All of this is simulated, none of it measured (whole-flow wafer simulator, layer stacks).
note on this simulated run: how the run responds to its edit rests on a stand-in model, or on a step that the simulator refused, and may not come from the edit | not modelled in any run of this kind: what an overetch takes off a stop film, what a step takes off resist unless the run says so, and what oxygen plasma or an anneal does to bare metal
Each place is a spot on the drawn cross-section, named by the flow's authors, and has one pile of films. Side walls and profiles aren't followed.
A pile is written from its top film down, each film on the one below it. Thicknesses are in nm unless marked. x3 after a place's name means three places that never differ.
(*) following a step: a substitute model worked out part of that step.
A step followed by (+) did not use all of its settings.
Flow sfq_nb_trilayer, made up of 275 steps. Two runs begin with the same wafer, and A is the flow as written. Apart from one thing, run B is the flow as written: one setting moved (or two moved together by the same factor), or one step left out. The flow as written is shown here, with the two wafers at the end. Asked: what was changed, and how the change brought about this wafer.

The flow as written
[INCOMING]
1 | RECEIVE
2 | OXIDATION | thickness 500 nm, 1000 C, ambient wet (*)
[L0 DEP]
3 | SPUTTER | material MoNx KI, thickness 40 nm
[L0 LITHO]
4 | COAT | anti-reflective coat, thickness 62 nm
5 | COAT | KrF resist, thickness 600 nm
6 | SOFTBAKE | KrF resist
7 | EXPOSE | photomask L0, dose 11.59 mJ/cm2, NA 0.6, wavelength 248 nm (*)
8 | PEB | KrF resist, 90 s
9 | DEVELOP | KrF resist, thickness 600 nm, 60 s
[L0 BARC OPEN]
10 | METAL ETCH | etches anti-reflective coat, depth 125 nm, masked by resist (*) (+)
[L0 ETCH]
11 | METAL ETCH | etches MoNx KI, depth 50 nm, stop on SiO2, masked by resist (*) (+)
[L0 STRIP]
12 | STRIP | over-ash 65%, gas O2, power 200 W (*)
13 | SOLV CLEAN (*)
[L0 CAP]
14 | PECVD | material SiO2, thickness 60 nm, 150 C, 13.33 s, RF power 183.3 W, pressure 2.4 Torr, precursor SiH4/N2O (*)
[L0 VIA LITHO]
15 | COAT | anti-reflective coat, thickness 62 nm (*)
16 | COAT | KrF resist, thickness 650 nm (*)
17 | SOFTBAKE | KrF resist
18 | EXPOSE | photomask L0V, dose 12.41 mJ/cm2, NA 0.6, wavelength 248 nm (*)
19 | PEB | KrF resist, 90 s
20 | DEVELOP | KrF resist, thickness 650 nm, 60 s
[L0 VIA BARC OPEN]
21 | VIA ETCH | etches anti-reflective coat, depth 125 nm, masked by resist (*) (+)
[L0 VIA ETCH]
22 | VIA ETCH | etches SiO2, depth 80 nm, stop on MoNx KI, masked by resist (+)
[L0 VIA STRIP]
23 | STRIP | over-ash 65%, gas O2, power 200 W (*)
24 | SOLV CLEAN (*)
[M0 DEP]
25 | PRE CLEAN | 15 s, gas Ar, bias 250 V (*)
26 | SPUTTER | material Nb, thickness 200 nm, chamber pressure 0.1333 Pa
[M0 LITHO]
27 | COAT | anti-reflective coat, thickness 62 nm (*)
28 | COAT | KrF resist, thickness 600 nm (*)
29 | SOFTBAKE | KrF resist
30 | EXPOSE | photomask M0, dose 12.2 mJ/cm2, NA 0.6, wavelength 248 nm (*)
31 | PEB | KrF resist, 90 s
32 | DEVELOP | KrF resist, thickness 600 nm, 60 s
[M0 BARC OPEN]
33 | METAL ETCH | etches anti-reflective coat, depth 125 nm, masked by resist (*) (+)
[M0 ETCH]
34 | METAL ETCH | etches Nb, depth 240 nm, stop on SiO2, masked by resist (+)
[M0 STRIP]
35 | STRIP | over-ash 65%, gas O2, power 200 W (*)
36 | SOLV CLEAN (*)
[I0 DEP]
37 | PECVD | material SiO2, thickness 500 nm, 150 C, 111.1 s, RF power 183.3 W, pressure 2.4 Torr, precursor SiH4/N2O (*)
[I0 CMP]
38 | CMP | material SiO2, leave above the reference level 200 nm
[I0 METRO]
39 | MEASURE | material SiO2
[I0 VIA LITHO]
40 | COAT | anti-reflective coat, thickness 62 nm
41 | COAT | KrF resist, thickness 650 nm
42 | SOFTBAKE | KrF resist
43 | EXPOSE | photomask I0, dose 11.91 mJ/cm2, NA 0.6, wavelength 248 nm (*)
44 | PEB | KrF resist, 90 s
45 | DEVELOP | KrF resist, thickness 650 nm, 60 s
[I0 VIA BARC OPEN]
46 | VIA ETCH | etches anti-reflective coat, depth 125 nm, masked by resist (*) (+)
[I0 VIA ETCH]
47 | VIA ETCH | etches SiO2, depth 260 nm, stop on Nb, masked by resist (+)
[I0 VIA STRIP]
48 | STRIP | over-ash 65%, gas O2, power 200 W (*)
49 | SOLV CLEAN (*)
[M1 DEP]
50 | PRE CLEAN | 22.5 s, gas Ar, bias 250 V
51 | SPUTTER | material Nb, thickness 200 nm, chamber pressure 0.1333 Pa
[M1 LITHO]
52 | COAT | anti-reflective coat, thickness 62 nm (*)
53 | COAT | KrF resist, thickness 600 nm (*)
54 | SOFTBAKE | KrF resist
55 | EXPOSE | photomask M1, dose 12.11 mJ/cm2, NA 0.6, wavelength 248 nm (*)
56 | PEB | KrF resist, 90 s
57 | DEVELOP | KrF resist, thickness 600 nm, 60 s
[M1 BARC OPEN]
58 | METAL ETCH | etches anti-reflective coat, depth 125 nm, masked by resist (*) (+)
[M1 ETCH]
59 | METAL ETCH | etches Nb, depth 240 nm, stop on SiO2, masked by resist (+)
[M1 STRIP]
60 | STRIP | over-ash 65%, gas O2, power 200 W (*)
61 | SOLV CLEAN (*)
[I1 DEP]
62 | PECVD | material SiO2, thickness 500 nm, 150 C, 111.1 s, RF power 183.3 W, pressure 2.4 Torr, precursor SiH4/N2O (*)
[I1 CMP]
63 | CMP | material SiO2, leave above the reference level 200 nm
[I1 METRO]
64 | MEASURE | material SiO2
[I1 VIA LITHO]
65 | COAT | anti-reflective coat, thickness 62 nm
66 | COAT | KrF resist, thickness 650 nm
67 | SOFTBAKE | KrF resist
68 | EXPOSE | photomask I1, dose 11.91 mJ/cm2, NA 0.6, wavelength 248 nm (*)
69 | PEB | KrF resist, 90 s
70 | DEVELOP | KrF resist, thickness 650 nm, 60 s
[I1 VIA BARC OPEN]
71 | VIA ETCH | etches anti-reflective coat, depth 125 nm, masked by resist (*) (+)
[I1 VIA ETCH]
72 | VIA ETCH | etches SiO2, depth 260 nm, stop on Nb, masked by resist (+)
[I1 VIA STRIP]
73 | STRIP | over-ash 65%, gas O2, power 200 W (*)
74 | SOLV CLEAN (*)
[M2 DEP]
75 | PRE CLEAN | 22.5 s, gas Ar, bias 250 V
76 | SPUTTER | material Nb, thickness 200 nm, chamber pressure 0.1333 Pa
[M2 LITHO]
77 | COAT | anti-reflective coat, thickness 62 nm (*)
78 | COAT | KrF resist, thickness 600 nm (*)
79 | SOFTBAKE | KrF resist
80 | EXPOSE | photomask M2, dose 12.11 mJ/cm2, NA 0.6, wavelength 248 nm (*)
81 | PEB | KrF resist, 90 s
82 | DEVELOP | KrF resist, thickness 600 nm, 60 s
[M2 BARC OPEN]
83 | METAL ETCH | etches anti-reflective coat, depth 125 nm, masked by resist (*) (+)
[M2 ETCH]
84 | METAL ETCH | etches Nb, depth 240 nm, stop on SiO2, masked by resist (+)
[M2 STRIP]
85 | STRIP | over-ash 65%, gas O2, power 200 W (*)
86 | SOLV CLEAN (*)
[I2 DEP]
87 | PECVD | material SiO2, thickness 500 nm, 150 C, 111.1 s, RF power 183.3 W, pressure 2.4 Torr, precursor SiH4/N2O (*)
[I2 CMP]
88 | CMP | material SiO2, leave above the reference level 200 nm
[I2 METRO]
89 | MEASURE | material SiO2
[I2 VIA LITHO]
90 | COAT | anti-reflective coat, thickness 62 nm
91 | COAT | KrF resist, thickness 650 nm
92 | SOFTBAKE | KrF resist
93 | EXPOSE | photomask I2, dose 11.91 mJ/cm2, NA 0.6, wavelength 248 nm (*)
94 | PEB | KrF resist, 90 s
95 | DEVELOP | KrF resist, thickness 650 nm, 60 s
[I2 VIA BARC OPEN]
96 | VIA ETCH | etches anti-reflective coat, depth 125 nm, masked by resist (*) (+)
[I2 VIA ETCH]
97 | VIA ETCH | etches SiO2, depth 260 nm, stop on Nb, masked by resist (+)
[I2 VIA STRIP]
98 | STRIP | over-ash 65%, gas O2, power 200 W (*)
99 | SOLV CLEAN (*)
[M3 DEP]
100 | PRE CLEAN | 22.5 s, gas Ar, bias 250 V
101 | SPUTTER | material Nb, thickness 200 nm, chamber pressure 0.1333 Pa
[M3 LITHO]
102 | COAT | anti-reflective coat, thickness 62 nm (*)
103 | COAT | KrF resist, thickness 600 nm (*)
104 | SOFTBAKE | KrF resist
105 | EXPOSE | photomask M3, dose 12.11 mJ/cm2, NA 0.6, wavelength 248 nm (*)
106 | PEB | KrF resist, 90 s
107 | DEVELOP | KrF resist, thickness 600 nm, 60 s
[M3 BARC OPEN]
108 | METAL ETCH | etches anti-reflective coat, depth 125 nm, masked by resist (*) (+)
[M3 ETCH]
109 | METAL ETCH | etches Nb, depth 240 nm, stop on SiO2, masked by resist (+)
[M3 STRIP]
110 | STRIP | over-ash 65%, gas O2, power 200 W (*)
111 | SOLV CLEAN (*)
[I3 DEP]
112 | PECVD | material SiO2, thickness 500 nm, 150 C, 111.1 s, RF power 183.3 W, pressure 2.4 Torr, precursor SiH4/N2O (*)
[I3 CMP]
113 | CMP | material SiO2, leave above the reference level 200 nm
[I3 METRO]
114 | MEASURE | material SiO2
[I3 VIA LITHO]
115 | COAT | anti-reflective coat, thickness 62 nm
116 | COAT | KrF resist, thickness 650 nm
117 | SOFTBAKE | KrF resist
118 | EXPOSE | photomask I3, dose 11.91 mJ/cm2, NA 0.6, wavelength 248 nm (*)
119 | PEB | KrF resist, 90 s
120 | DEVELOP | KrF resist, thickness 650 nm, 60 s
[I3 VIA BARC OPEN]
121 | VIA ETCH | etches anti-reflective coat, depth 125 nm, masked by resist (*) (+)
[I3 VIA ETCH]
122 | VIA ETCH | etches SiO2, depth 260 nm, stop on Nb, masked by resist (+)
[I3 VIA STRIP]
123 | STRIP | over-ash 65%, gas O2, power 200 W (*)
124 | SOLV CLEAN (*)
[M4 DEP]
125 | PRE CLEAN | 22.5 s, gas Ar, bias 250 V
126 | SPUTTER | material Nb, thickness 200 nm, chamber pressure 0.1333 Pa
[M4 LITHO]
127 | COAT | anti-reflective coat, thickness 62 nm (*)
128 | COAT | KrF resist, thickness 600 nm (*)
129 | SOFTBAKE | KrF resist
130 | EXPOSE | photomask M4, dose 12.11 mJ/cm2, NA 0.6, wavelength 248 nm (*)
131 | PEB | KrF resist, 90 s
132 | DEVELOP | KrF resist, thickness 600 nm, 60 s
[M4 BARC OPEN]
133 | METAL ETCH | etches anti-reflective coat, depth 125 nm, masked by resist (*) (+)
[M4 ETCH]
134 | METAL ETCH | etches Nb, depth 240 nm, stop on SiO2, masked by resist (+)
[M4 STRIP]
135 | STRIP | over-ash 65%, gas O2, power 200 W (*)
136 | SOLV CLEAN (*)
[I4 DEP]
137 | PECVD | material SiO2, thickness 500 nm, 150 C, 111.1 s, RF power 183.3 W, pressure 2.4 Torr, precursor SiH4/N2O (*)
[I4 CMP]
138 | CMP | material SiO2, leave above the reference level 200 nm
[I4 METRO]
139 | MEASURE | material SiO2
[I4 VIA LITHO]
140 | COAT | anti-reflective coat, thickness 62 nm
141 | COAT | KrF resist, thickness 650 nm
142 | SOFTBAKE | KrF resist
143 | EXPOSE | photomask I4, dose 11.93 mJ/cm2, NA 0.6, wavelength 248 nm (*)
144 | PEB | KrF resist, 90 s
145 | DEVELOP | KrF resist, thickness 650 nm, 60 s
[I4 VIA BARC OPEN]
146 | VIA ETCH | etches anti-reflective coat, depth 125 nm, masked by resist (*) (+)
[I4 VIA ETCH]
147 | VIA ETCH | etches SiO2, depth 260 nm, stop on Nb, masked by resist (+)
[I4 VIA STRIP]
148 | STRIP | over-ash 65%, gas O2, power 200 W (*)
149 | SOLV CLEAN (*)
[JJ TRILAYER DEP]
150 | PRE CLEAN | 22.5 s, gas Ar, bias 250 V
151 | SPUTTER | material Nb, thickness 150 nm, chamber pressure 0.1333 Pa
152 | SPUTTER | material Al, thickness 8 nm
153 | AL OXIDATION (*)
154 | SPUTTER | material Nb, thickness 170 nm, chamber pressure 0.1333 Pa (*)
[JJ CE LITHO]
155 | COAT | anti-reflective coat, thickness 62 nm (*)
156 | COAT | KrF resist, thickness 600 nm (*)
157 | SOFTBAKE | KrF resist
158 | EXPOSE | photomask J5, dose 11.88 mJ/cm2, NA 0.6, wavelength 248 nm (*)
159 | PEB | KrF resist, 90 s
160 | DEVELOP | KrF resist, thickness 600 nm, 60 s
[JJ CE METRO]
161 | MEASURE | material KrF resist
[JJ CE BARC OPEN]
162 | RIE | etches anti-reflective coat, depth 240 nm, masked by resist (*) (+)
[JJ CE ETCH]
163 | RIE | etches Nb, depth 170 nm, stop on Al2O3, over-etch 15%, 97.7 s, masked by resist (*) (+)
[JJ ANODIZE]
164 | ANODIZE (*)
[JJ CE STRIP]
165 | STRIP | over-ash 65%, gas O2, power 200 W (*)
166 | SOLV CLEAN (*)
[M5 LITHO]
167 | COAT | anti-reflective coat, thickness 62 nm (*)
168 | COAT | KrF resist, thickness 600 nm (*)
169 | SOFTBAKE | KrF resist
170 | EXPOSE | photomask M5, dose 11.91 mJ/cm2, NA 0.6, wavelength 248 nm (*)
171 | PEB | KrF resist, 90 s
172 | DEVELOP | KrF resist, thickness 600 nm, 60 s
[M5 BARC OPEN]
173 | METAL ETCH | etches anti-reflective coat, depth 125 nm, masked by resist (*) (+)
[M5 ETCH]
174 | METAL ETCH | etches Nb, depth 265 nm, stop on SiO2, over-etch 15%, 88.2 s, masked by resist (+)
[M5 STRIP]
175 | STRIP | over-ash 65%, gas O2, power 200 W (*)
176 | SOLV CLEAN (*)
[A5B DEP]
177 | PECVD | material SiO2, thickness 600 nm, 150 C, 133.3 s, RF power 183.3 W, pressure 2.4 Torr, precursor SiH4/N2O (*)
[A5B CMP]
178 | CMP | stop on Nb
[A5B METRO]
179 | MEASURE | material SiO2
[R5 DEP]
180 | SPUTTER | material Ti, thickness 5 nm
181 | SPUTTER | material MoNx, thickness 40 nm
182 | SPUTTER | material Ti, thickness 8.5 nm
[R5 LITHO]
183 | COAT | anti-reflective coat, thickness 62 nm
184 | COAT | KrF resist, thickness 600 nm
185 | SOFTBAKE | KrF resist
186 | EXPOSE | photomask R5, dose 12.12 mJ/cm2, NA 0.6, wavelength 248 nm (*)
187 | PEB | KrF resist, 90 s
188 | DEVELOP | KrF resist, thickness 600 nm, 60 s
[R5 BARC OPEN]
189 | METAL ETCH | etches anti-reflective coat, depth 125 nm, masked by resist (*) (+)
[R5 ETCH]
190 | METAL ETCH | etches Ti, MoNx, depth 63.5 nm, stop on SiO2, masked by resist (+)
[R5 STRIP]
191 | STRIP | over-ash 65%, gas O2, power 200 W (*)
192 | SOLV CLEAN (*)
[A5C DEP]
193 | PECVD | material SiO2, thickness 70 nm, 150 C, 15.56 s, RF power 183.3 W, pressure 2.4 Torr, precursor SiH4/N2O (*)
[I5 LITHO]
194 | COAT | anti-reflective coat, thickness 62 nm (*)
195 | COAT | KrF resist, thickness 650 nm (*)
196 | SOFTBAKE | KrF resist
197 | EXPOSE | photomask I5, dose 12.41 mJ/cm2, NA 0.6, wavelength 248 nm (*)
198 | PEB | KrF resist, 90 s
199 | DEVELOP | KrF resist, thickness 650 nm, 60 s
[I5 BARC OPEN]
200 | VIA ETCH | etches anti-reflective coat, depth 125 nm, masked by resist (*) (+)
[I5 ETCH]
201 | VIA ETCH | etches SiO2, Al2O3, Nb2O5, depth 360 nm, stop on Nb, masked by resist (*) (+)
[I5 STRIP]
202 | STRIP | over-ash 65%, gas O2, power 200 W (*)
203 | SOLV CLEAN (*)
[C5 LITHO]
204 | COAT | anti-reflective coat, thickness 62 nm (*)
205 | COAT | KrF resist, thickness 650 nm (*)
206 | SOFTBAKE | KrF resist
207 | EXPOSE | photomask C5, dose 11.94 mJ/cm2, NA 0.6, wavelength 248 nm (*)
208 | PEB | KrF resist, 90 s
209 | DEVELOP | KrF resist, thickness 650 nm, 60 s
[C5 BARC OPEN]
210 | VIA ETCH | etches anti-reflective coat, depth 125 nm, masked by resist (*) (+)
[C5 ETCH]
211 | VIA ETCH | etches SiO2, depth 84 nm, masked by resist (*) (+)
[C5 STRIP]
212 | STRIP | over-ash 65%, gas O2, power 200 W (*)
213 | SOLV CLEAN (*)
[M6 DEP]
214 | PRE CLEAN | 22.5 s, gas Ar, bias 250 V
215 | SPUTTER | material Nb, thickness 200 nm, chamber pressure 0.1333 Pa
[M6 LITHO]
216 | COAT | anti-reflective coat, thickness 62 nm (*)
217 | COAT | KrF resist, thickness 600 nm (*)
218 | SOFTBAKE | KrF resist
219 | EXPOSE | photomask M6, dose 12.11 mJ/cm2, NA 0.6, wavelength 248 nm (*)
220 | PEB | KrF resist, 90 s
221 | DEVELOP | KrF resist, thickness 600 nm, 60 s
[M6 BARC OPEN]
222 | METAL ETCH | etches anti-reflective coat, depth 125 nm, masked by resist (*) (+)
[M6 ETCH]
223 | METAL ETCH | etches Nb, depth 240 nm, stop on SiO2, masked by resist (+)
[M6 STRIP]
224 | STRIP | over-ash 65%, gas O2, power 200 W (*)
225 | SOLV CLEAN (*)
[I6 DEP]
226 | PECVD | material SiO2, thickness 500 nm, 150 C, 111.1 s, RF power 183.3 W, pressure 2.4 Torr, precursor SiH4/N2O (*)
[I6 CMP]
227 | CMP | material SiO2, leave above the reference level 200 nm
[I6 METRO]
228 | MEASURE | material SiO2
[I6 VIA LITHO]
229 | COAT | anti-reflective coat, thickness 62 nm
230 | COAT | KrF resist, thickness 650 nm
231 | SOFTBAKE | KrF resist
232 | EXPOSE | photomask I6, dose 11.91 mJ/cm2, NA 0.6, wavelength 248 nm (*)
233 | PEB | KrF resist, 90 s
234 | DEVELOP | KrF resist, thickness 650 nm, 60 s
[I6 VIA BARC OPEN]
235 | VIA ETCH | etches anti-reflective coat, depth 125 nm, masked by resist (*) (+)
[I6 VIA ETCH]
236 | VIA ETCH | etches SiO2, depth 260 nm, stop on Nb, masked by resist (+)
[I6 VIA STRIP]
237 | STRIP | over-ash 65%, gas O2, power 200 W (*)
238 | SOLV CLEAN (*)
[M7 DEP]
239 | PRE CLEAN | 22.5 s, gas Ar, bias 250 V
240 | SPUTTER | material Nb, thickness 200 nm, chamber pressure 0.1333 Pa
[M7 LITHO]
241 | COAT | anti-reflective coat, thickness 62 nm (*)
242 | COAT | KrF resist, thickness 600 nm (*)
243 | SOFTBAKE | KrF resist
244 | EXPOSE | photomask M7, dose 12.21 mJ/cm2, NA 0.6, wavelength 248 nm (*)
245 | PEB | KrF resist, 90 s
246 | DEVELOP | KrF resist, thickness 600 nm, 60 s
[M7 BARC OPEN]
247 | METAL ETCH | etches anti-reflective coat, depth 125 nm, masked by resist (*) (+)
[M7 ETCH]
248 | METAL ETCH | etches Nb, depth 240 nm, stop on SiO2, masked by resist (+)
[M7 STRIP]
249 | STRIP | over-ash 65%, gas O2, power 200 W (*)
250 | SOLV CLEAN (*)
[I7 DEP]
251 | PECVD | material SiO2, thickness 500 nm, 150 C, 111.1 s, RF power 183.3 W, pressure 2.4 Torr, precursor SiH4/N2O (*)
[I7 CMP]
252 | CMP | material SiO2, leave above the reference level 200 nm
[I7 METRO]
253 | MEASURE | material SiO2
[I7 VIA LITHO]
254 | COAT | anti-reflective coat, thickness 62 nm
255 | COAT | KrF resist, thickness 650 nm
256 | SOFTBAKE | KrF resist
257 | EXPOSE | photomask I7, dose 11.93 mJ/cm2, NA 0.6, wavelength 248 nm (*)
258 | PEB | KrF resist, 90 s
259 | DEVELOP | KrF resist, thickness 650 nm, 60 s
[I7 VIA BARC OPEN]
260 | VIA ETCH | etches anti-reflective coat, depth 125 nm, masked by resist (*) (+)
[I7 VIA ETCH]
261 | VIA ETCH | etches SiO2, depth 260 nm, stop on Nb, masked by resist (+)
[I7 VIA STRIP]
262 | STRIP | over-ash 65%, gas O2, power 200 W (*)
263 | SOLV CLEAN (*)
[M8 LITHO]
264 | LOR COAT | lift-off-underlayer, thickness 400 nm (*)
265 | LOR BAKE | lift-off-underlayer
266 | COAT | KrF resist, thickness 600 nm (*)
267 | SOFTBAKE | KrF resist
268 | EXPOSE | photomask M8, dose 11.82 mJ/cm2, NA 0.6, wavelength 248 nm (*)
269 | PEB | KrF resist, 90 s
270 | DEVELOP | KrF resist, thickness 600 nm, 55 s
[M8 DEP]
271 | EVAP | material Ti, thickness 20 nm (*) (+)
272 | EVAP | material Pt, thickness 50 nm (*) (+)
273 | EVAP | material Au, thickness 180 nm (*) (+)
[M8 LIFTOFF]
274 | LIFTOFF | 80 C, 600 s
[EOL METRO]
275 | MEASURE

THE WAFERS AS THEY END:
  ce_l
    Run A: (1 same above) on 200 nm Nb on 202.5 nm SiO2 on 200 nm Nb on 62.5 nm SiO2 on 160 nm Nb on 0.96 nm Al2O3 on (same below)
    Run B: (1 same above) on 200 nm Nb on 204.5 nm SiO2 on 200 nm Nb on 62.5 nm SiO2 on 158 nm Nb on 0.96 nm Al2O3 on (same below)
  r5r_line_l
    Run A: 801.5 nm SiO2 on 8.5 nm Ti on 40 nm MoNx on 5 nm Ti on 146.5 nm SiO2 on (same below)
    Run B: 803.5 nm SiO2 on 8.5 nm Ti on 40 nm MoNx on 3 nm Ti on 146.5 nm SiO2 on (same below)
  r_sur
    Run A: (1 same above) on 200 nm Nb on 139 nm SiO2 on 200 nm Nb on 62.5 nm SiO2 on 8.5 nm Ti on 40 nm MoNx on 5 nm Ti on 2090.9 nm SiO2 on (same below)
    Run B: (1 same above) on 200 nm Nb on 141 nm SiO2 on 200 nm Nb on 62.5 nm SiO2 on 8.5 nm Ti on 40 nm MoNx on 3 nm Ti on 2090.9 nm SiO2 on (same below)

What caused this: step 180, SPUTTER: thickness 3 nm was run, whereas the flow has thickness 5 nm.
The wafer lets one read it off: r5r_line_l has Ti 3, and step 180 as written asks for 5 nm.

How this came from the change, step by step:
  180 | SPUTTER | material Ti, thickness 5 nm
      field_l, v_sur, via_wl and 103 more: A Ti gains 5 (new film) | B Ti gains 3 (new film)
  190 | METAL ETCH | etches Ti, MoNx, depth 63.5 nm, stop on SiO2, masked by resist (+)
      field_l, v_sur, via_wl and 92 more: A Ti loses 8.5 (all of it), MoNx loses 40 (all of it), Ti loses 5 (all of it) | B Ti loses 8.5 (all of it), MoNx loses 40 (all of it), Ti loses 3 (all of it)
      ce_l, c5j, ce_r, wl_jj: A Ti loses 8.5 (all of it), MoNx loses 40 (all of it), Ti loses 5 (all of it), Nb loses 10 | B Ti loses 8.5 (all of it), MoNx loses 40 (all of it), Ti loses 3 (all of it), Nb loses 12
